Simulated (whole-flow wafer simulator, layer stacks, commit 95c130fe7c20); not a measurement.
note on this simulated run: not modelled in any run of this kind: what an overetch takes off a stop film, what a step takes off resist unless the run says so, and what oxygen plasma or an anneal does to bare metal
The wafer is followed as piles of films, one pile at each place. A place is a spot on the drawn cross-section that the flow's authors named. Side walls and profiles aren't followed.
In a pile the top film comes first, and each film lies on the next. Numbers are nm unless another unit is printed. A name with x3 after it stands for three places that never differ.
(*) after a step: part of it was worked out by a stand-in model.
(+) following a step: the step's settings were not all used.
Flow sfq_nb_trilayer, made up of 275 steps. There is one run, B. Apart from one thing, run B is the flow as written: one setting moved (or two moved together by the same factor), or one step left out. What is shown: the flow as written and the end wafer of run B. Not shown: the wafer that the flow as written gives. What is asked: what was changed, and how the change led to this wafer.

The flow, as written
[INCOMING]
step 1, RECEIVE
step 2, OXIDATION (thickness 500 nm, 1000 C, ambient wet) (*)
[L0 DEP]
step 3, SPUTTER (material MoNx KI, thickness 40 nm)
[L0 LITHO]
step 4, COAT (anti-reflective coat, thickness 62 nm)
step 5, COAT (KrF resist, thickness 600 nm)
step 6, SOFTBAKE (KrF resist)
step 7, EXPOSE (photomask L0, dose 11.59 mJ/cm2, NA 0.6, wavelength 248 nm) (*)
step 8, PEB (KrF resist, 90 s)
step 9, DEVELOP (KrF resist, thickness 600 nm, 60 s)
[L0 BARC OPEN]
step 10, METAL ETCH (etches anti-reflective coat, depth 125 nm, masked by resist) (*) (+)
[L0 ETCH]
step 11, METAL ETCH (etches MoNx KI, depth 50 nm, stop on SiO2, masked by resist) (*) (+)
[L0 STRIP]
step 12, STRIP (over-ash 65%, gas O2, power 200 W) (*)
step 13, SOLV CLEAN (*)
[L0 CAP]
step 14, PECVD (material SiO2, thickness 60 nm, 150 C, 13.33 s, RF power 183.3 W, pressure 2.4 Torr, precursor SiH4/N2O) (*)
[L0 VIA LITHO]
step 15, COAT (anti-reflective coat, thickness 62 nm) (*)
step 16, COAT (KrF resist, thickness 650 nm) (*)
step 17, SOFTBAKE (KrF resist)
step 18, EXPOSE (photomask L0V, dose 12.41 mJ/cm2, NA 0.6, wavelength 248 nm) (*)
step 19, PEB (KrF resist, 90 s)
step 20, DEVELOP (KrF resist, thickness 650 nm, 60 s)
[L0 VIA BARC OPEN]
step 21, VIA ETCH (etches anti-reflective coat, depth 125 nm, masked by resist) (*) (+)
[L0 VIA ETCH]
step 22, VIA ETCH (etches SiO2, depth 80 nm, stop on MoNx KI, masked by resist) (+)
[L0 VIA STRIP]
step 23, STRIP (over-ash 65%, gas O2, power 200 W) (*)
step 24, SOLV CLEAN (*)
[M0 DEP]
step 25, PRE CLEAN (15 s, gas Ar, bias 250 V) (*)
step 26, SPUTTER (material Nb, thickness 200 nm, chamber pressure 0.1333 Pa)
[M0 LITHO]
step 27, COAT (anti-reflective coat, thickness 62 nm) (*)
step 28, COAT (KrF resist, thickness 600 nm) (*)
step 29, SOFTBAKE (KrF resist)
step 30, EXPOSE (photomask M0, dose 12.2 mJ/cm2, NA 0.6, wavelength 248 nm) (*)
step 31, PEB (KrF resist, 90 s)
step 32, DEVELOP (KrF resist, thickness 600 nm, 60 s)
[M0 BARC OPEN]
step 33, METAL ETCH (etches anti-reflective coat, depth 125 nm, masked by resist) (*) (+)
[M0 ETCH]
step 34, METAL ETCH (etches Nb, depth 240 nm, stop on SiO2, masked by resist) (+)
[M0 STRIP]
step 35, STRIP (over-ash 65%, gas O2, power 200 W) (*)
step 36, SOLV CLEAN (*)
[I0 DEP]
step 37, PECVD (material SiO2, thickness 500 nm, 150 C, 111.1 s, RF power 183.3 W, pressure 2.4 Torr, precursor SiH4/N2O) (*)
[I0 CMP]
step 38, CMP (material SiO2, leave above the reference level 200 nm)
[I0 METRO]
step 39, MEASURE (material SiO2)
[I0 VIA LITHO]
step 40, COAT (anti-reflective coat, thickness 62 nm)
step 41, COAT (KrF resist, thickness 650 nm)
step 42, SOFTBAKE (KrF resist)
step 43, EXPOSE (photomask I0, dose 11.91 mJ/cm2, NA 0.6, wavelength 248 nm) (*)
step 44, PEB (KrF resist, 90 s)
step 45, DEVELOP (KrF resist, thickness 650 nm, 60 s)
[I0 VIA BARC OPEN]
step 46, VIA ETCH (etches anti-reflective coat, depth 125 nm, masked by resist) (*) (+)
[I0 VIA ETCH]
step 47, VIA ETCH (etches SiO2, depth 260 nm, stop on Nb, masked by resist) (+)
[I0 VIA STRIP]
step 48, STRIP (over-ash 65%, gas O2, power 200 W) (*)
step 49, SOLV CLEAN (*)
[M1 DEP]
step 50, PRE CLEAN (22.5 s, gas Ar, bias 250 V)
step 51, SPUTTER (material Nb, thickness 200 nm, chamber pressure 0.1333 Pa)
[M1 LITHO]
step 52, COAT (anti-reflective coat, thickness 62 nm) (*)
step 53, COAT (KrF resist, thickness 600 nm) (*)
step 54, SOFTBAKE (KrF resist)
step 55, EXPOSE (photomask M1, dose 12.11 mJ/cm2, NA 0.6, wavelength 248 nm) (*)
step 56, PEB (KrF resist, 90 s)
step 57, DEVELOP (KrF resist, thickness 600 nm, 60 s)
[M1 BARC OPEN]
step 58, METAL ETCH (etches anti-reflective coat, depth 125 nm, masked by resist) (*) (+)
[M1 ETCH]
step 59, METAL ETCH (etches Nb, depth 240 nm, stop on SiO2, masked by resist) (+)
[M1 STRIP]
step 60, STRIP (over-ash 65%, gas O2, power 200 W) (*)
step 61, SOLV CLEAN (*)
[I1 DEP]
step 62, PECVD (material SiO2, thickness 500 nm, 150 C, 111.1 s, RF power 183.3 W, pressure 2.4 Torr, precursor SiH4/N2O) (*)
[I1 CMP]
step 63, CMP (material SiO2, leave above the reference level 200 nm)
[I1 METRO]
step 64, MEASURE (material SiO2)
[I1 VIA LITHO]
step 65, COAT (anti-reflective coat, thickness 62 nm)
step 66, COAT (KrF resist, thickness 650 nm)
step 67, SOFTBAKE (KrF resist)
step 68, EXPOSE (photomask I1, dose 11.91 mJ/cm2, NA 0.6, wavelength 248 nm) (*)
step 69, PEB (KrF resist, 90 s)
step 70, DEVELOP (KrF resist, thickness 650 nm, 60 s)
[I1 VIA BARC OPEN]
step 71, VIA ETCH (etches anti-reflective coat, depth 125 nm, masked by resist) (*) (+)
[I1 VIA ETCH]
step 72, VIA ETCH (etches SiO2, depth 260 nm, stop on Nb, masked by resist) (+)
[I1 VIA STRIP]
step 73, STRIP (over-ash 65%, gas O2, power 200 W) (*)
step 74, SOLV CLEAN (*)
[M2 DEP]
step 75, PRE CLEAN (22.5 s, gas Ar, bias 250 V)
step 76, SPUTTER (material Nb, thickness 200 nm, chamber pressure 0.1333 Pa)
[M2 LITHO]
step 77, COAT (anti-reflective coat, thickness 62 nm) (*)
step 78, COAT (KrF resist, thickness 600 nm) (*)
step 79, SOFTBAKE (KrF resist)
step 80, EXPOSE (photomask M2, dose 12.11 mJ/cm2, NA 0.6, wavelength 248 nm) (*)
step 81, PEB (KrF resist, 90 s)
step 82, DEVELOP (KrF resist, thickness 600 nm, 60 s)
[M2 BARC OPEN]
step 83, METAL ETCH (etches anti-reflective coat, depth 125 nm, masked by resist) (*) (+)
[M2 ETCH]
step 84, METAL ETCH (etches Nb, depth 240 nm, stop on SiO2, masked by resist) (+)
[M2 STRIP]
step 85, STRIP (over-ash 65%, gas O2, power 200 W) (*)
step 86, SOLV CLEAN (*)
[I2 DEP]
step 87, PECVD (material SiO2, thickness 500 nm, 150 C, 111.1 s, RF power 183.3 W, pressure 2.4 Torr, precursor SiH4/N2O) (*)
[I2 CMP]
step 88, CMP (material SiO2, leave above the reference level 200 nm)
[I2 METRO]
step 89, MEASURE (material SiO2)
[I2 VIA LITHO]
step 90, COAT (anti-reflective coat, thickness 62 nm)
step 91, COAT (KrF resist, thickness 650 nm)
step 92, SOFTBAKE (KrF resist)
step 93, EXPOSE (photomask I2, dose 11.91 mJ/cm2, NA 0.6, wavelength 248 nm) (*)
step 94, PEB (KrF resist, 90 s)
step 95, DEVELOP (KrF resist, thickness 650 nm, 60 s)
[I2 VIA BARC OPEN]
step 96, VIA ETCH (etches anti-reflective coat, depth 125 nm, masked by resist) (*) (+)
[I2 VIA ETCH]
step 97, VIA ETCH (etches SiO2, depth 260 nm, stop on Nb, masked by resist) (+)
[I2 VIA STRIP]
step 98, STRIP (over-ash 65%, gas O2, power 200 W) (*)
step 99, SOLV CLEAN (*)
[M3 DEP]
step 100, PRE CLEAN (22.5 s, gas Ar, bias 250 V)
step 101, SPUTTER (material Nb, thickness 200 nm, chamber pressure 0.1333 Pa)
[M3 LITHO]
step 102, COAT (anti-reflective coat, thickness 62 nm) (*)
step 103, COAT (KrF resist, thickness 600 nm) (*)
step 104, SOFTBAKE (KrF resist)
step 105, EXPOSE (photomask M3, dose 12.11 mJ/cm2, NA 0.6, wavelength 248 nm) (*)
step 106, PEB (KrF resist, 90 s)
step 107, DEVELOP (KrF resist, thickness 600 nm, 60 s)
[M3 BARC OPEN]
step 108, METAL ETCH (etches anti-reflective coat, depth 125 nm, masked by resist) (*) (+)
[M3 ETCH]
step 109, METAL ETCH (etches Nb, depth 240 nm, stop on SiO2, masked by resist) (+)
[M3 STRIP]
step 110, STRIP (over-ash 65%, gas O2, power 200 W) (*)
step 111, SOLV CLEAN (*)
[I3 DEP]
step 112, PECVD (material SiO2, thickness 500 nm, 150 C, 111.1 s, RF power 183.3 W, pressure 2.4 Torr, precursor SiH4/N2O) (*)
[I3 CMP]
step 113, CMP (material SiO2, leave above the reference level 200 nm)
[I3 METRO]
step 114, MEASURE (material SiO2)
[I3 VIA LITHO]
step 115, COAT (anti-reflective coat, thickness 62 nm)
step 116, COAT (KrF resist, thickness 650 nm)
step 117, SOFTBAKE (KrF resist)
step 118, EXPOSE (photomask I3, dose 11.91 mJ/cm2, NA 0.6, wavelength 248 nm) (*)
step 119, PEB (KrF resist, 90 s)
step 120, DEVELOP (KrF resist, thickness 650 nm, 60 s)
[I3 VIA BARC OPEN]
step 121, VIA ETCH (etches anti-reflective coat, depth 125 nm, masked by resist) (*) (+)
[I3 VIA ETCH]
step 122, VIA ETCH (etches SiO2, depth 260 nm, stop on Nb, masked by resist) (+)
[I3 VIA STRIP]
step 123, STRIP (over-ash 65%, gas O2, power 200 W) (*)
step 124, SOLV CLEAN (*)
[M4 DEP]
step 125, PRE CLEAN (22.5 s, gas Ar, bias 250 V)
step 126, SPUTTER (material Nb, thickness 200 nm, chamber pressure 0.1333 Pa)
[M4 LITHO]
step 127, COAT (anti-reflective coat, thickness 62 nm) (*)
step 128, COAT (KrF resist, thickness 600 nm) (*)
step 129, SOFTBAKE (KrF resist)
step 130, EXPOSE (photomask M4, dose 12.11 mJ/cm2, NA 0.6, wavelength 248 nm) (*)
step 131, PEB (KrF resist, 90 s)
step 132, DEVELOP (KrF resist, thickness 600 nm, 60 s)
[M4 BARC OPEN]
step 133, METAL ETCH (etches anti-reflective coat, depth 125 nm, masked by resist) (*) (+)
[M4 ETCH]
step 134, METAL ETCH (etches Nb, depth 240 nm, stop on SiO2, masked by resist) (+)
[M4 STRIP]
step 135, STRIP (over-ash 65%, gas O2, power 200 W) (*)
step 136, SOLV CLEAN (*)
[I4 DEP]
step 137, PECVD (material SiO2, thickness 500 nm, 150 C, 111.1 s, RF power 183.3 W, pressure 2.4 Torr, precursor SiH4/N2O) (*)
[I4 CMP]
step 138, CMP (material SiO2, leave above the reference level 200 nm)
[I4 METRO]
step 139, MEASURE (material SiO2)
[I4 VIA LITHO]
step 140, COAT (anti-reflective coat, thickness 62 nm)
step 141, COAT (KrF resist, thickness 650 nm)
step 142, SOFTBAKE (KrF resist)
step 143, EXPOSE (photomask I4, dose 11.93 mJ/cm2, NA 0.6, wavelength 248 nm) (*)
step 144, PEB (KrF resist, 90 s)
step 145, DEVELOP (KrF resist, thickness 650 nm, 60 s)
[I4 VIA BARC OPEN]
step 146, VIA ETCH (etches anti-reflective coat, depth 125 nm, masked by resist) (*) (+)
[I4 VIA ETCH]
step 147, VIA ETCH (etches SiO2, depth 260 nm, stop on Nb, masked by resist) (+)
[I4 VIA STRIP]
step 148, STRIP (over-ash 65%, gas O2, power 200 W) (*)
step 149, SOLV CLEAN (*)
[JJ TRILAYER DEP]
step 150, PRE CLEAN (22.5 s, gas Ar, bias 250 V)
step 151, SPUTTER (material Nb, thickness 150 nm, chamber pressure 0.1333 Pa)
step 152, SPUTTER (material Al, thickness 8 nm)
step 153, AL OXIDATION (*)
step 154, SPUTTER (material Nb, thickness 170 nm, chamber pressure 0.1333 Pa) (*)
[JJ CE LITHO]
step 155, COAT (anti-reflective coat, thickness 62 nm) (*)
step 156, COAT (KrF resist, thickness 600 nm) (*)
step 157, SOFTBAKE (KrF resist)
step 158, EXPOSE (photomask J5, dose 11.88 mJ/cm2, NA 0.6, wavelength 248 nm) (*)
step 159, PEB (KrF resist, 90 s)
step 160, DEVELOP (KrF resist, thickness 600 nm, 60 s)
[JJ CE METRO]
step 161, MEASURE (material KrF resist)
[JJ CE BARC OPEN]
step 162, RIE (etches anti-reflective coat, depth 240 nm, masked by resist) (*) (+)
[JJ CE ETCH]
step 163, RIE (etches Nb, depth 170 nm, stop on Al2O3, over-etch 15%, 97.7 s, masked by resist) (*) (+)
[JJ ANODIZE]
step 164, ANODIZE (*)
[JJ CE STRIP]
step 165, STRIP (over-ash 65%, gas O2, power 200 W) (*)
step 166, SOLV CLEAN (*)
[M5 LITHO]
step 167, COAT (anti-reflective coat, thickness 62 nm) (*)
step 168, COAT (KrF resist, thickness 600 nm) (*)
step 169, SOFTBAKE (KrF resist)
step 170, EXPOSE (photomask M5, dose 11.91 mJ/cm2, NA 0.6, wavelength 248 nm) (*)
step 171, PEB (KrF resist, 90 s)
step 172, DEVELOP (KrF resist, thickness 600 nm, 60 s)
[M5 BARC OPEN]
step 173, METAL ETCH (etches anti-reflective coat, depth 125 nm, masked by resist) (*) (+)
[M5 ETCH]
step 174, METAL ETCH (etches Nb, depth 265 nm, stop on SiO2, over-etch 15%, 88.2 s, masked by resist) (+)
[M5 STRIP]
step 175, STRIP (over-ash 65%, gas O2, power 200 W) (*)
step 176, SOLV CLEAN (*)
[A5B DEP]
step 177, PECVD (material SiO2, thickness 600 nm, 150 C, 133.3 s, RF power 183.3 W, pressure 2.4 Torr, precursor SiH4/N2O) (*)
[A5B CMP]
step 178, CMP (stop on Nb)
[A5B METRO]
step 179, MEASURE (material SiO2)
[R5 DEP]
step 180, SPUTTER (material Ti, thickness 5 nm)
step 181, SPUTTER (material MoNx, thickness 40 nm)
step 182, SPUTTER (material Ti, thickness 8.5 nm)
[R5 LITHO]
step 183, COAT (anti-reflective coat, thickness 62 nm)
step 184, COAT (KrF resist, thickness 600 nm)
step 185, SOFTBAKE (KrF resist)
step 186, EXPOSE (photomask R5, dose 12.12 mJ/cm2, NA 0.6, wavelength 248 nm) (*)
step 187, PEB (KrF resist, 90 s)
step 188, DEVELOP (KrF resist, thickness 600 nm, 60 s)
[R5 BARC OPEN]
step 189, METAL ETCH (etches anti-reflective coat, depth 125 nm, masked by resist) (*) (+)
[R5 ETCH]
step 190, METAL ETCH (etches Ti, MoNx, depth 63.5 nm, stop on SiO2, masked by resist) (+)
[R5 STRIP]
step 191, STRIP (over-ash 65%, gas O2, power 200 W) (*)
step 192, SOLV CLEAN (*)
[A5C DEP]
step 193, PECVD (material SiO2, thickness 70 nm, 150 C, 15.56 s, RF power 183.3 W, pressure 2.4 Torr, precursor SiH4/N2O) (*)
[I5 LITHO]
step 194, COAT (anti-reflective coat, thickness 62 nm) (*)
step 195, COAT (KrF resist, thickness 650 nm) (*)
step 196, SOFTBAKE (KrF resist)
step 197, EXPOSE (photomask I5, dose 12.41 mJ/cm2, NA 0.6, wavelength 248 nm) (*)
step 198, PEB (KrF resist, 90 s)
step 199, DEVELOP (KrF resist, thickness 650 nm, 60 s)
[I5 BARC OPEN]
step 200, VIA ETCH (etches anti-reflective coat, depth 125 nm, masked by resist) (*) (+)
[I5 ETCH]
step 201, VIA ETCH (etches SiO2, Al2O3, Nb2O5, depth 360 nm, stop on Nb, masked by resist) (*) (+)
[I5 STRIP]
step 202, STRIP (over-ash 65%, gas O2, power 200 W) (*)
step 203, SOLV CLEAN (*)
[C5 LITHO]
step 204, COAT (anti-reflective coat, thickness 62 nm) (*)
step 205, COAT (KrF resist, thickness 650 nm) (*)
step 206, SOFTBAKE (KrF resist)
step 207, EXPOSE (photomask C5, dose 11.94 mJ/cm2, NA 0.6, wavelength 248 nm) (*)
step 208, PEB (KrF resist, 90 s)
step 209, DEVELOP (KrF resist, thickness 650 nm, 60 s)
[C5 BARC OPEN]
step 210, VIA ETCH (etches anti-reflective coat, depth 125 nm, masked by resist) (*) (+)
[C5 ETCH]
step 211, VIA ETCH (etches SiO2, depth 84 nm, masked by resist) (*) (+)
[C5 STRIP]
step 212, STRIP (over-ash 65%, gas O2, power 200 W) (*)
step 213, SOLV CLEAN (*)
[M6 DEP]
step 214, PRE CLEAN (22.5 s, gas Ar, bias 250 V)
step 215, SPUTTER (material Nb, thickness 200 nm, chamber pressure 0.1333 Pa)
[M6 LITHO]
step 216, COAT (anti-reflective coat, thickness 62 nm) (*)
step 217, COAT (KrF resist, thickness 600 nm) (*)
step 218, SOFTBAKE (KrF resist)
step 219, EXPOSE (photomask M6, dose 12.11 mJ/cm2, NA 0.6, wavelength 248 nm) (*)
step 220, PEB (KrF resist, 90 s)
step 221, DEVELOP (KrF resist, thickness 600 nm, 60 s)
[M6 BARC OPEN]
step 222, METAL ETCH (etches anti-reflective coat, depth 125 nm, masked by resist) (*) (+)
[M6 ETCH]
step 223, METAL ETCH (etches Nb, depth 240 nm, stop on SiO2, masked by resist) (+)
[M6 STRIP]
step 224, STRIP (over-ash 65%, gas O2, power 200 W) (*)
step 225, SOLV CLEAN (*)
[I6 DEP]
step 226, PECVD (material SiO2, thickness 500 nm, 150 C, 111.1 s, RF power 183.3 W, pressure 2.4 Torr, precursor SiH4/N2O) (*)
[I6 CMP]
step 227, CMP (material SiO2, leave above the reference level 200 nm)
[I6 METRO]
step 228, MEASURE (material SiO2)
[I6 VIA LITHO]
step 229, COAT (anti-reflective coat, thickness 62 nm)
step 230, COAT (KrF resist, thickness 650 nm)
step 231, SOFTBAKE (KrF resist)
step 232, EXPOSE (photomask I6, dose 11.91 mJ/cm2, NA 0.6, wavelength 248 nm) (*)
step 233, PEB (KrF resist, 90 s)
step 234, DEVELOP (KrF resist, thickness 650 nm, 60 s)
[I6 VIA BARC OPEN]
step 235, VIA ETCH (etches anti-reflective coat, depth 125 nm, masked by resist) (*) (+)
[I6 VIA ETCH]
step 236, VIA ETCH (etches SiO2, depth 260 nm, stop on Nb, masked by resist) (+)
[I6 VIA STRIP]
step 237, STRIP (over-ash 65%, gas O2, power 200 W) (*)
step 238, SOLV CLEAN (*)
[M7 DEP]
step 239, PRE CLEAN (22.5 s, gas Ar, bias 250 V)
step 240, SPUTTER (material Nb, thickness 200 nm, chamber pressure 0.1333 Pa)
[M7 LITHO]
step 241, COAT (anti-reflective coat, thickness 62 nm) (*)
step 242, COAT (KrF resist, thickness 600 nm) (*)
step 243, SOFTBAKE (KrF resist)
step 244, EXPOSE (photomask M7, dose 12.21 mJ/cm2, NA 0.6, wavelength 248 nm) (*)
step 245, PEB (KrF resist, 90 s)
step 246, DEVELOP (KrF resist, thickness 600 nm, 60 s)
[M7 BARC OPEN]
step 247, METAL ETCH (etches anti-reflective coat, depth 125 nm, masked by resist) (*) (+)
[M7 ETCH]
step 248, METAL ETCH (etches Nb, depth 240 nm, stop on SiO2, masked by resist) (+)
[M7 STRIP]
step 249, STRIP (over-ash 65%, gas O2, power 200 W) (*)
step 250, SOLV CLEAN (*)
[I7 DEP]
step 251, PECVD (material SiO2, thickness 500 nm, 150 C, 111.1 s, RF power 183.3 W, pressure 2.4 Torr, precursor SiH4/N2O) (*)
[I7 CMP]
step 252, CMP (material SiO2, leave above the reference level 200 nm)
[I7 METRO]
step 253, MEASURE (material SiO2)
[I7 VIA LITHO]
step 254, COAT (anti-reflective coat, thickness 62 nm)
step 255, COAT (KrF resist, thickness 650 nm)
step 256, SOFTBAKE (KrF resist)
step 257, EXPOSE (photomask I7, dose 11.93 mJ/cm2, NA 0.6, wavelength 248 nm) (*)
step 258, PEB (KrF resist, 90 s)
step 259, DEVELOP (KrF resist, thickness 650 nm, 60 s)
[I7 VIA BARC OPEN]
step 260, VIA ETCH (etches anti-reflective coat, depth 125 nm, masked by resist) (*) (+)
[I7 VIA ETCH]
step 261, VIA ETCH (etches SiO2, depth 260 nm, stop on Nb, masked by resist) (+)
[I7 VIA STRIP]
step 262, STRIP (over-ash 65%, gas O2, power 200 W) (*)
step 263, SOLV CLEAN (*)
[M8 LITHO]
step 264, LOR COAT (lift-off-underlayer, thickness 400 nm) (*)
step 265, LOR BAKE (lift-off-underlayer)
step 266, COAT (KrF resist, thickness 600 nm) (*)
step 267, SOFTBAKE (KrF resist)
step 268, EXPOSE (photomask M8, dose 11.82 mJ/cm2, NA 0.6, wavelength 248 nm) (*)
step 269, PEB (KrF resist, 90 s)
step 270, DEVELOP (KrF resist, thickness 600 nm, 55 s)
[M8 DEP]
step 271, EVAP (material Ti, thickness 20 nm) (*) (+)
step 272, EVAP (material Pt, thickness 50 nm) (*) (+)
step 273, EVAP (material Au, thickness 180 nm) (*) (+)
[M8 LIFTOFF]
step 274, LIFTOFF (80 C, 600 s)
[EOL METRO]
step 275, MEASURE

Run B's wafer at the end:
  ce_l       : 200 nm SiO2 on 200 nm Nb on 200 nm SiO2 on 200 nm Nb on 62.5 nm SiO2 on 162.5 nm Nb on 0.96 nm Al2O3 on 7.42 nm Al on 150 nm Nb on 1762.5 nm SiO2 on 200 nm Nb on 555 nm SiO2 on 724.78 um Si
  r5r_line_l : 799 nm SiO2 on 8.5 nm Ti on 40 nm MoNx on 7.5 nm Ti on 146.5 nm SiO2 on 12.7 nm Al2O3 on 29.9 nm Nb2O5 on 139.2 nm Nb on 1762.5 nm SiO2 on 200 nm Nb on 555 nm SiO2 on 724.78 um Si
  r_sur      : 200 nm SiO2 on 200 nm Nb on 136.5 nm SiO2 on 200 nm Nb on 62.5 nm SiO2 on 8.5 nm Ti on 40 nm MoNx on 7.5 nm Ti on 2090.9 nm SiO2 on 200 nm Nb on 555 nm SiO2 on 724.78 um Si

Cause: step 180, SPUTTER: thickness 7.5 nm was run, though the flow has thickness 5 nm.
One can read it off the wafer: r5r_line_l has Ti 7.5, and step 180 as written asks for 5 nm.

How this came from the change, step by step:
  step 180, SPUTTER (material Ti, thickness 5 nm)
      field_l, v_sur, via_wl and 103 more: +7.5 Ti (new film) (in the flow as written it would be: +5 Ti (new film))
  step 190, METAL ETCH (etches Ti, MoNx, depth 63.5 nm, stop on SiO2, masked by resist) (+)
      field_l, v_sur, via_wl and 92 more: -8.5 Ti (all of it), -40 MoNx (all of it), -7.5 Ti (all of it) (in the flow as written it would be: -8.5 Ti (all of it), -40 MoNx (all of it), -5 Ti (all of it))
      ce_l, c5j, ce_r, wl_jj: -8.5 Ti (all of it), -40 MoNx (all of it), -7.5 Ti (all of it), -7.5 Nb (in the flow as written it would be: -8.5 Ti (all of it), -40 MoNx (all of it), -5 Ti (all of it), -10 Nb)
  step 216, COAT (anti-reflective coat, thickness 62 nm) (*)
      ce_r: +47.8 anti-reflective coat (new film) (in the flow as written it would be: +48.8 anti-reflective coat (new film))
  step 224, STRIP (over-ash 65%, gas O2, power 200 W) (*)
      ce_r: -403 KrF resist (all of it), -47.8 anti-reflective coat (all of it) (in the flow as written it would be: -403.5 KrF resist (all of it), -48.8 anti-reflective coat (all of it))
